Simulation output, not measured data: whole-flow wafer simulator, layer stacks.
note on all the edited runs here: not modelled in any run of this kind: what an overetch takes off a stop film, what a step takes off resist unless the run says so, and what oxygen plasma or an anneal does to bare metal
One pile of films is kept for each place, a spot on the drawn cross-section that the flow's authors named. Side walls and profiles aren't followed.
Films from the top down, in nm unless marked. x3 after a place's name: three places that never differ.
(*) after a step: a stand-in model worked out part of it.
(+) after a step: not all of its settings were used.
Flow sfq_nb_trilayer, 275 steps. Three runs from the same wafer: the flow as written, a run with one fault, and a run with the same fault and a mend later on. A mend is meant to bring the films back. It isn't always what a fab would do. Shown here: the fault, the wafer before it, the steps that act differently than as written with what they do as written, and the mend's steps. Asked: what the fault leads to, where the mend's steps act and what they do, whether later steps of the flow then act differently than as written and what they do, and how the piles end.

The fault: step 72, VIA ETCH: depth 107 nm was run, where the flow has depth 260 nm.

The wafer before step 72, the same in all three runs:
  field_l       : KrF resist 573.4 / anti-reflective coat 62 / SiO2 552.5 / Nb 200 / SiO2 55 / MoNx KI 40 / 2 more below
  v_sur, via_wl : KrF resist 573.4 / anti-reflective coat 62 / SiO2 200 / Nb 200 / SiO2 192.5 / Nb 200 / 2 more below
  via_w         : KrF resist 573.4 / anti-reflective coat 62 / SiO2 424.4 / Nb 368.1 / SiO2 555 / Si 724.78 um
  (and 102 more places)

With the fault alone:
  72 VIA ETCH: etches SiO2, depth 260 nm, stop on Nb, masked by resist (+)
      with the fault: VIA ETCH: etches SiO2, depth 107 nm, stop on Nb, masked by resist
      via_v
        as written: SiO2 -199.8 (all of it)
        with the fault: SiO2 -107
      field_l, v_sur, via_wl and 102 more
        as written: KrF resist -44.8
        with the fault: KrF resist -18.4
  Later steps of the flow that act differently than as written (3 more steps differ only slightly, by at most 2% or 0.5 nm, whichever is larger, and aren't shown):
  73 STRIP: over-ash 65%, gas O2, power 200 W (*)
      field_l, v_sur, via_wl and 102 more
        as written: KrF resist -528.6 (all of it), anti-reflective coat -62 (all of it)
        with the fault: KrF resist -555 (all of it), anti-reflective coat -62 (all of it)
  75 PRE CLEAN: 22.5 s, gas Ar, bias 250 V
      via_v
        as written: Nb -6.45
        with the fault: SiO2 -7.5
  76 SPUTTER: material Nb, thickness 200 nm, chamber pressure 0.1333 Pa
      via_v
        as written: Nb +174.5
        with the fault: Nb +192.7 (new film)
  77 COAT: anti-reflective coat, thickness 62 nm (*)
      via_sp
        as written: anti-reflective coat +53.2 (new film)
        with the fault: anti-reflective coat +52.1 (new film)
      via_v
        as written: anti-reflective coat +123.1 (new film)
        with the fault: anti-reflective coat +106.3 (new film)
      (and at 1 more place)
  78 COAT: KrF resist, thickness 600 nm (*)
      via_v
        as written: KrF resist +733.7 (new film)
        with the fault: KrF resist +654.6 (new film)
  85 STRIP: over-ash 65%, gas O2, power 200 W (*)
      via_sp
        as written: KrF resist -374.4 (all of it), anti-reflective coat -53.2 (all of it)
        with the fault: KrF resist -382.6 (all of it), anti-reflective coat -52.1 (all of it)
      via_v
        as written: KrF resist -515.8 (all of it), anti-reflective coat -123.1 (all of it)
        with the fault: KrF resist -436.9 (all of it), anti-reflective coat -106.3 (all of it)
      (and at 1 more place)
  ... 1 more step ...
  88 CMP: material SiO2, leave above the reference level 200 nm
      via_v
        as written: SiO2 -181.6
        with the fault: SiO2 -185.6
  At the end the piles differ from the flow's by more than 2% or 0.5 nm, whichever is larger, at via_v.
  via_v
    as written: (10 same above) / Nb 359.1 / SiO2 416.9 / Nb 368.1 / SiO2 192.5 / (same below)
    with the fault: (10 same above) / Nb 359.1 / SiO2 306.9 / Nb 192.7 / SiO2 85.3 / Nb 200 / SiO2 192.5 / (same below)

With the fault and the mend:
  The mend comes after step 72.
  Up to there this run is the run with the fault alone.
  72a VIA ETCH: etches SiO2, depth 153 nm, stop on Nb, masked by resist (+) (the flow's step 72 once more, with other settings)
      field_l, v_sur, via_wl and 102 more
        KrF resist -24
      via_v
        SiO2 -92.8 (all of it)
  No later step of the flow acts differently than as written, at any place that is followed, by more than 2% or 0.5 nm, whichever is larger.
  At the end the piles are the same as the flow's at every place that both follow.
